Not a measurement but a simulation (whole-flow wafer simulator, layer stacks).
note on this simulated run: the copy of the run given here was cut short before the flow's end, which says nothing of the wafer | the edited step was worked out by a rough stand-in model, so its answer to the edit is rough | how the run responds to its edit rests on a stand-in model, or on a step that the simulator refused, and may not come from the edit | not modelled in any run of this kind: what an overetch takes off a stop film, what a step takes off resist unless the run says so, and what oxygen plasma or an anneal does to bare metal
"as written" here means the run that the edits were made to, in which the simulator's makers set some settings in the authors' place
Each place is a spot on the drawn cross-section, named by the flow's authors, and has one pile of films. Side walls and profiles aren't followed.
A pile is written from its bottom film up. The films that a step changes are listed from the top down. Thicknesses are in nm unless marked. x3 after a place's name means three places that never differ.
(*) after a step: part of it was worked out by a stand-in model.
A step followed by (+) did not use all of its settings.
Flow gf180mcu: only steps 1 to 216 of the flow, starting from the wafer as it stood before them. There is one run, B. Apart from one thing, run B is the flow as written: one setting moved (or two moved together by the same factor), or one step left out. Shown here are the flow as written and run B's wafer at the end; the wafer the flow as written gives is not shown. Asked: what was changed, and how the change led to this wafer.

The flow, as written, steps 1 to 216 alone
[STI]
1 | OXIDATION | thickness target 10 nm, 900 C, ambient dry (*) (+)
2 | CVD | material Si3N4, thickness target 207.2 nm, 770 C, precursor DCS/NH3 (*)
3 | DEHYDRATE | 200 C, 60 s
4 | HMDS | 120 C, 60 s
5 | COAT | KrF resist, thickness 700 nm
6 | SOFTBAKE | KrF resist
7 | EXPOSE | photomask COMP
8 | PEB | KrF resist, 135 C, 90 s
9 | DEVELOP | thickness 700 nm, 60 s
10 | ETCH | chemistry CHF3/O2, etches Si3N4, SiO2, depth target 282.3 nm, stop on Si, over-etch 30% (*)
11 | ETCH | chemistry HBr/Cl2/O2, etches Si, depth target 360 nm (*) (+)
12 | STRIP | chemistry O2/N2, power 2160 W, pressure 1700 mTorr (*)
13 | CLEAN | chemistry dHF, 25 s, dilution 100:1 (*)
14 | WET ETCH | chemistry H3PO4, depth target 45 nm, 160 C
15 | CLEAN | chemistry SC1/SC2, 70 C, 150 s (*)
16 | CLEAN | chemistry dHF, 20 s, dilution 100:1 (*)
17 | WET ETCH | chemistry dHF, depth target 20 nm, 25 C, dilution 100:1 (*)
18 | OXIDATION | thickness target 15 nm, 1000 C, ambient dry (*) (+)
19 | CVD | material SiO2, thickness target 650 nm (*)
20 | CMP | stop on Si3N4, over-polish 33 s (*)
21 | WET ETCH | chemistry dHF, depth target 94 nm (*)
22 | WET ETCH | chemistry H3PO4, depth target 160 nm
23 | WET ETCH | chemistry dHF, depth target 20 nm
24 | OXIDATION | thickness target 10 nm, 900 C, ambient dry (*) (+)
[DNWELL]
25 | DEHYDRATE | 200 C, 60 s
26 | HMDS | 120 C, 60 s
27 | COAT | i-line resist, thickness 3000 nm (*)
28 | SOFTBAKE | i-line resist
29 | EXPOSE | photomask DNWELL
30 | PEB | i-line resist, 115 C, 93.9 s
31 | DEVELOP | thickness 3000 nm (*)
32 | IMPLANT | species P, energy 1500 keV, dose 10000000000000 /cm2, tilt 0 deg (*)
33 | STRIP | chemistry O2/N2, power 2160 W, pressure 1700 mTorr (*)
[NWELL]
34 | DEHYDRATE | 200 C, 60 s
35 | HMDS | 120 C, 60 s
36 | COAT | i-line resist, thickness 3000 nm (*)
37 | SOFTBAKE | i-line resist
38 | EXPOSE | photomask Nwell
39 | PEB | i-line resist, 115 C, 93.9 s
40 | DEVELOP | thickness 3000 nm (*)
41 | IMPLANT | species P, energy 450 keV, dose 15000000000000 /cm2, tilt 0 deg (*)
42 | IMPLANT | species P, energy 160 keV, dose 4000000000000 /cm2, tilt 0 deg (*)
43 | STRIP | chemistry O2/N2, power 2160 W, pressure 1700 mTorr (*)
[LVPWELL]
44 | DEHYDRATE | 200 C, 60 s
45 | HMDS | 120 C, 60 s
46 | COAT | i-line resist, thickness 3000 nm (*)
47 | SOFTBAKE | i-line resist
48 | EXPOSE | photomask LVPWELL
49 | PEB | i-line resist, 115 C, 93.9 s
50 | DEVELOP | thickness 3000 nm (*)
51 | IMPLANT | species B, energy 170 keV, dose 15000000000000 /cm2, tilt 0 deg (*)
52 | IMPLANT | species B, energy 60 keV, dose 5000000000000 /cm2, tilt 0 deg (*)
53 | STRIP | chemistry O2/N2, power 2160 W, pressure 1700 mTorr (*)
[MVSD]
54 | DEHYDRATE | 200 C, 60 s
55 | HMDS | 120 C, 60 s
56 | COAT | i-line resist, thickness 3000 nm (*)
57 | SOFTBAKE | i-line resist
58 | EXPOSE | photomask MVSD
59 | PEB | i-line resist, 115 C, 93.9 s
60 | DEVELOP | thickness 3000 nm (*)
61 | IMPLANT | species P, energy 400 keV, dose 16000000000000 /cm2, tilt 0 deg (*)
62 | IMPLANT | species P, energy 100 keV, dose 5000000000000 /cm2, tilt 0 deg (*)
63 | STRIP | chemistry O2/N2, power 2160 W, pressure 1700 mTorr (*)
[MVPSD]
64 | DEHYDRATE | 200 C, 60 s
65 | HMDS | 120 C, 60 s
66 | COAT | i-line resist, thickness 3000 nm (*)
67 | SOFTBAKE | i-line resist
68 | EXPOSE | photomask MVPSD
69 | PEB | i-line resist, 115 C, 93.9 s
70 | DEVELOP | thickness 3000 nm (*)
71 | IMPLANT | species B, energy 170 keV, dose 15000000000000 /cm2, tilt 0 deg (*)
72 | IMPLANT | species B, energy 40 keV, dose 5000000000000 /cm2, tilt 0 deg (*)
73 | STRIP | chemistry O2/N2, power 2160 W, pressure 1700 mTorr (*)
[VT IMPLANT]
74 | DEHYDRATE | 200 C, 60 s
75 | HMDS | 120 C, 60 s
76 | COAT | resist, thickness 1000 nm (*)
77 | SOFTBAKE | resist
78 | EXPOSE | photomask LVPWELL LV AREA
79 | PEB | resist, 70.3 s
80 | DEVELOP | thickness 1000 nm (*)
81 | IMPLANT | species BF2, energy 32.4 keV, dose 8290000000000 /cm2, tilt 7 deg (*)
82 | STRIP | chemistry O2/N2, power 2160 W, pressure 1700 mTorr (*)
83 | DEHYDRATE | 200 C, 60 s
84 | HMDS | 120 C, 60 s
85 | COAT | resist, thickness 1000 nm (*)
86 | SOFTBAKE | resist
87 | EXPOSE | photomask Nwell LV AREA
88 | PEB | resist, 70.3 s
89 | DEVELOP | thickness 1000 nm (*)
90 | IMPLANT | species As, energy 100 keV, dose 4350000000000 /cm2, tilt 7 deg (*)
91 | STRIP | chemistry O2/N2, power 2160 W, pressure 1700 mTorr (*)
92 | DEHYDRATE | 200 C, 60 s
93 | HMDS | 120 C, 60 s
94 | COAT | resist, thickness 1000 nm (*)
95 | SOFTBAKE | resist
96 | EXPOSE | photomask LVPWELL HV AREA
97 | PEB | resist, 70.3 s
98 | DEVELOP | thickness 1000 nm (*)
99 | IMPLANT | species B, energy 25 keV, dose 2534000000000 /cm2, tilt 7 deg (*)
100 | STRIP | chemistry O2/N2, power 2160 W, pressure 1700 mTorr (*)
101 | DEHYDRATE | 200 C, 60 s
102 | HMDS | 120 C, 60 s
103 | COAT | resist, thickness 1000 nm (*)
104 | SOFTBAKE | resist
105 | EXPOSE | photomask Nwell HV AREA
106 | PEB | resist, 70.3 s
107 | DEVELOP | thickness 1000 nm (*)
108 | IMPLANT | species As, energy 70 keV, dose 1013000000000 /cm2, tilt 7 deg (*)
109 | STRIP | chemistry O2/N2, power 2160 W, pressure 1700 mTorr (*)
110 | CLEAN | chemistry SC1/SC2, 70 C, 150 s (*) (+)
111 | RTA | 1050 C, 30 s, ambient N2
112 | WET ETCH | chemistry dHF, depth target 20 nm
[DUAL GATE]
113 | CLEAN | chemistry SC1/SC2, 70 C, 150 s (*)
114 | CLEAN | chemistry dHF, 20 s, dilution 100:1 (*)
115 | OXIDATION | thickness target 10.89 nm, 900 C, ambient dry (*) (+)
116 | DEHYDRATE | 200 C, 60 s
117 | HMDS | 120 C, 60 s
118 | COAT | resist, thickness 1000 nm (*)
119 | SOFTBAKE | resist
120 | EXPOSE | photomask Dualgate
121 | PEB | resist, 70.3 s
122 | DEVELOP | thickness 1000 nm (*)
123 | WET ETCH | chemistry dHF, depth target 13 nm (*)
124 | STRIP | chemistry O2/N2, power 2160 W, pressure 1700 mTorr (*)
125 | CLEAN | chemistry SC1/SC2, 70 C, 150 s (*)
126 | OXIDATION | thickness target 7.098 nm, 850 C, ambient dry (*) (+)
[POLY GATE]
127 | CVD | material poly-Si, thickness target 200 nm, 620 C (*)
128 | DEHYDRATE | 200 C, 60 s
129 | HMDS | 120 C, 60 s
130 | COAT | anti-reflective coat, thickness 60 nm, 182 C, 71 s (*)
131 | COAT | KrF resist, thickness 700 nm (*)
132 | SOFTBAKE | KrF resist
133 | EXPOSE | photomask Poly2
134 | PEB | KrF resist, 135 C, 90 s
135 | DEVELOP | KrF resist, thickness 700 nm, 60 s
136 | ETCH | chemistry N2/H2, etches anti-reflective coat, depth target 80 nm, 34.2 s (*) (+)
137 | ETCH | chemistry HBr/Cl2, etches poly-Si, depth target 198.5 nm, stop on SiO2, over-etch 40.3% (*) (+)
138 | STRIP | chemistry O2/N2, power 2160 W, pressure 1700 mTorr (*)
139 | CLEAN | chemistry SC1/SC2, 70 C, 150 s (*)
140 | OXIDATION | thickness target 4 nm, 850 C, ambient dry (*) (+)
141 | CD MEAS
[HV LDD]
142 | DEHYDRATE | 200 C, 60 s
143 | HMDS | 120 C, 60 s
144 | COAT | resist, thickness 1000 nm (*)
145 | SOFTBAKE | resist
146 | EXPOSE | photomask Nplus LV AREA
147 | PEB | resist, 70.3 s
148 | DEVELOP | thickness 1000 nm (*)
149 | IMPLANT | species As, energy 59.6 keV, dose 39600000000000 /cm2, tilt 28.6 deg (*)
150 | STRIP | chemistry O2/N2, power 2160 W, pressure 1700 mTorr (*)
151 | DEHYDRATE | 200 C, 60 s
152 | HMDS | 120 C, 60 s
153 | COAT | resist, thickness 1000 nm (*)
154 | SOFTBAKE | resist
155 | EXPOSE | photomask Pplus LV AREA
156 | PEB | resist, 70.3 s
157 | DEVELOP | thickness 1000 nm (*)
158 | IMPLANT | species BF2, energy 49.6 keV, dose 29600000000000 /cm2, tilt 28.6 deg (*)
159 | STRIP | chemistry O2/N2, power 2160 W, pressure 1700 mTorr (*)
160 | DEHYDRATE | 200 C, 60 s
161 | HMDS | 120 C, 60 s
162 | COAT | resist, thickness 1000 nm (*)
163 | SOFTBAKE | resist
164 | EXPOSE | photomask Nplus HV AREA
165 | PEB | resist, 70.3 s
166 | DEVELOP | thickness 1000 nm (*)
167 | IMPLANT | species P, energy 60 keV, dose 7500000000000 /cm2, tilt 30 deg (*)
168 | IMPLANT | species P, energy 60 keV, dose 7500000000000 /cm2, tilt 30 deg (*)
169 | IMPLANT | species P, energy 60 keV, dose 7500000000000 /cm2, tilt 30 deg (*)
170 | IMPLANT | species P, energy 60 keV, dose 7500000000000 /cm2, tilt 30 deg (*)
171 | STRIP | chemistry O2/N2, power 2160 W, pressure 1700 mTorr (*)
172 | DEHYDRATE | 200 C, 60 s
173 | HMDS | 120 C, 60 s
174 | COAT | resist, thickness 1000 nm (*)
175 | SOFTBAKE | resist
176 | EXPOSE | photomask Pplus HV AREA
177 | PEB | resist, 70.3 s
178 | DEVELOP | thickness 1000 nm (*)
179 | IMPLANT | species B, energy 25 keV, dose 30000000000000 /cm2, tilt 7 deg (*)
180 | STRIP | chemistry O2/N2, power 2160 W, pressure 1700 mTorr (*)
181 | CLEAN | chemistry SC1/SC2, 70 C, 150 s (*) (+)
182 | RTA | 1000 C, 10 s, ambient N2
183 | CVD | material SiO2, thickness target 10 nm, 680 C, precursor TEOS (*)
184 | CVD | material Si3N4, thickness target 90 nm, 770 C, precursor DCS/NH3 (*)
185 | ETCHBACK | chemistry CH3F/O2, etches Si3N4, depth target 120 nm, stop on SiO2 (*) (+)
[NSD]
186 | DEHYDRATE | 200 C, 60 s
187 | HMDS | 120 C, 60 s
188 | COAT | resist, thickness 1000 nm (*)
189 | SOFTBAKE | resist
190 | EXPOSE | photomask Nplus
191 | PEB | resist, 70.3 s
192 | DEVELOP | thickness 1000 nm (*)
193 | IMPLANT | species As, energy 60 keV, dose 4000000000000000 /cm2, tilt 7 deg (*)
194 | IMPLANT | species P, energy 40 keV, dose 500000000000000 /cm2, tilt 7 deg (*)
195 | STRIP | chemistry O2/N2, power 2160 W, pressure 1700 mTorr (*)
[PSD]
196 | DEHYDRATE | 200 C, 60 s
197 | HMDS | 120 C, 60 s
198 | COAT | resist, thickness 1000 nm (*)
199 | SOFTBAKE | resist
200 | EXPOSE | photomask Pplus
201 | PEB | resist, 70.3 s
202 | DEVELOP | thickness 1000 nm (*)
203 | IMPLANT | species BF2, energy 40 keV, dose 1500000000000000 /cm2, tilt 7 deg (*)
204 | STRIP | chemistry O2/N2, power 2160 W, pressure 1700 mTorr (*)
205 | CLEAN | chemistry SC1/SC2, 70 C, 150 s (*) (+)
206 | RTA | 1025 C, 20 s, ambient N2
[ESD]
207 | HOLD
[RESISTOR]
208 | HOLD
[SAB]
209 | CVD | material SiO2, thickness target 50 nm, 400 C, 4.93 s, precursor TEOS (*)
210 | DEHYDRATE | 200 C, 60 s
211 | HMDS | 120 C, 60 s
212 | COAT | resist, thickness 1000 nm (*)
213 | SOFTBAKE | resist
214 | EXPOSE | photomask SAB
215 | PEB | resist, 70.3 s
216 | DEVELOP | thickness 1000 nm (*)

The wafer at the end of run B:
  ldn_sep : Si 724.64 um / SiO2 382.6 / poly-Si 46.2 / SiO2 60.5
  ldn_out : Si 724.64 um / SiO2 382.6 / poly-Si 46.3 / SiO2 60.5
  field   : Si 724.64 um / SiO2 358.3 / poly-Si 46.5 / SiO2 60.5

The reason: step 137, ETCH: depth target 107.2 nm was run, while the flow as written has depth target 198.5 nm.

How this came from the change, step by step:
  137 | ETCH | chemistry HBr/Cl2, etches poly-Si, depth target 198.5 nm, stop on SiO2, over-etch 40.3% (*) (+)
      field__w3, field__w12, field_sub and 14 more: -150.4 poly-Si (in the flow as written it would be: -199 poly-Si (all of it), -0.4 SiO2)
      field__w6, sti, m1 and 11 more: -150.4 poly-Si (in the flow as written it would be: -198.8 poly-Si (all of it), -0.4 SiO2)
      (and at 61 other places as well)
  138 | STRIP | chemistry O2/N2, power 2160 W, pressure 1700 mTorr (*)
      field, field__w1, field__w2 and 61 more: +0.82 chemical SiO2 (new film), -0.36 poly-Si (in the flow as written it would be: nothing)
      gate: +0.67 chemical SiO2 (new film), -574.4 KrF resist (all of it), -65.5 anti-reflective coat (all of it), -0.3 poly-Si (in the flow as written it would be: +0.68 chemical SiO2 (new film), -531.7 KrF resist (all of it), -65.5 anti-reflective coat (all of it), -0.3 poly-Si)
      (and at 27 other places as well)
  139 | CLEAN | chemistry SC1/SC2, 70 C, 150 s (*)
      field, field__w1, field__w2 and 34 more: -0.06 chemical SiO2, -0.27 poly-Si (in the flow as written it would be: -0.68 SiO2)
  140 | OXIDATION | thickness target 4 nm, 850 C, ambient dry (*) (+)
      field, field__w1, field__w2 and 21 more: +4 SiO2 (new film), -0.76 chemical SiO2 (all of it), -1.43 poly-Si (in the flow as written it would be: +0.15 SiO2, -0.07 Si)
      active_hv, active_nat, ld_sd_n and 11 more: +4 SiO2 (new film), -0.76 chemical SiO2 (all of it), -1.43 poly-Si (in the flow as written it would be: +0.96 SiO2, -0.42 Si)
      (and at 26 other places as well)
  144 | COAT | resist, thickness 1000 nm (*)
      gate: +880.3 resist (new film) (in the flow as written it would be: +837.3 resist (new film))
      gate_hv: +884.1 resist (new film) (in the flow as written it would be: +845.4 resist (new film))
      (and at 26 other places as well)
  145 | SOFTBAKE | resist
      nw_enc_fld_lv__w3: -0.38 resist (in the flow as written it would be: +2.63 resist)
      field__w1: +2.93 resist (in the flow as written it would be: +4.19 resist)
      (and at 64 other places as well)
  147 | PEB | resist, 70.3 s
      gate, gate_hv, gate_p_hv, npoly_u: -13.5 resist (in the flow as written it would be: -12.7 resist)
      polyc_n, polyc_n_rim, polyc_p, polyc_p_rim: -13.1 resist (in the flow as written it would be: -12.2 resist)
      (and at 22 other places as well)
  148 | DEVELOP | thickness 1000 nm (*)
      gate: -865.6 resist (all of it) (in the flow as written it would be: -822.7 resist (all of it))
      npoly_u: -862.9 resist (all of it) (in the flow as written it would be: -821.5 resist (all of it))
      (and at 3 other places as well)
  150 | STRIP | chemistry O2/N2, power 2160 W, pressure 1700 mTorr (*)
      gate_hv: -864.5 resist (all of it) (in the flow as written it would be: -824.2 resist (all of it))
      gate_p: -870.1 resist (all of it) (in the flow as written it would be: -828.7 resist (all of it))
      (and at 21 other places as well)
  153 | COAT | resist, thickness 1000 nm (*)
      gate: +880.3 resist (new film) (in the flow as written it would be: +837.3 resist (new film))
      gate_hv: +884.1 resist (new film) (in the flow as written it would be: +845.4 resist (new film))
      (and at 26 other places as well)
  154 | SOFTBAKE | resist
      nw_enc_fld_lv__w3: -0.38 resist (in the flow as written it would be: +2.63 resist)
      field__w1: +2.93 resist (in the flow as written it would be: +4.19 resist)
      (and at 64 other places as well)
  156 | PEB | resist, 70.3 s
      gate, gate_hv, gate_p_hv, npoly_u: -13.5 resist (in the flow as written it would be: -12.7 resist)
      polyc_n, polyc_n_rim, polyc_p, polyc_p_rim: -13.1 resist (in the flow as written it would be: -12.2 resist)
      (and at 22 other places as well)
  157 | DEVELOP | thickness 1000 nm (*)
      gate_p: -870.1 resist (all of it) (in the flow as written it would be: -828.7 resist (all of it))
      ppoly_u: -867 resist (all of it) (in the flow as written it would be: -827 resist (all of it))
      (and at 3 other places as well)
  159 | STRIP | chemistry O2/N2, power 2160 W, pressure 1700 mTorr (*)
      gate: -865.6 resist (all of it) (in the flow as written it would be: -822.7 resist (all of it))
      gate_hv: -864.5 resist (all of it) (in the flow as written it would be: -824.2 resist (all of it))
      (and at 21 other places as well)
  162 | COAT | resist, thickness 1000 nm (*)
      gate: +880.3 resist (new film) (in the flow as written it would be: +837.3 resist (new film))
      gate_hv: +884.1 resist (new film) (in the flow as written it would be: +845.4 resist (new film))
      (and at 26 other places as well)
  163 | SOFTBAKE | resist
      nw_enc_fld_lv__w3: -0.38 resist (in the flow as written it would be: +2.63 resist)
      field__w1: +2.93 resist (in the flow as written it would be: +4.19 resist)
      (and at 64 other places as well)
  ... 22 further steps ...
  216 | DEVELOP | thickness 1000 nm (*)
      gate: -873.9 resist (all of it) (in the flow as written it would be: -834.3 resist (all of it))
      gate_hv: -873 resist (all of it) (in the flow as written it would be: -836.1 resist (all of it))
      (and at 25 other places as well)
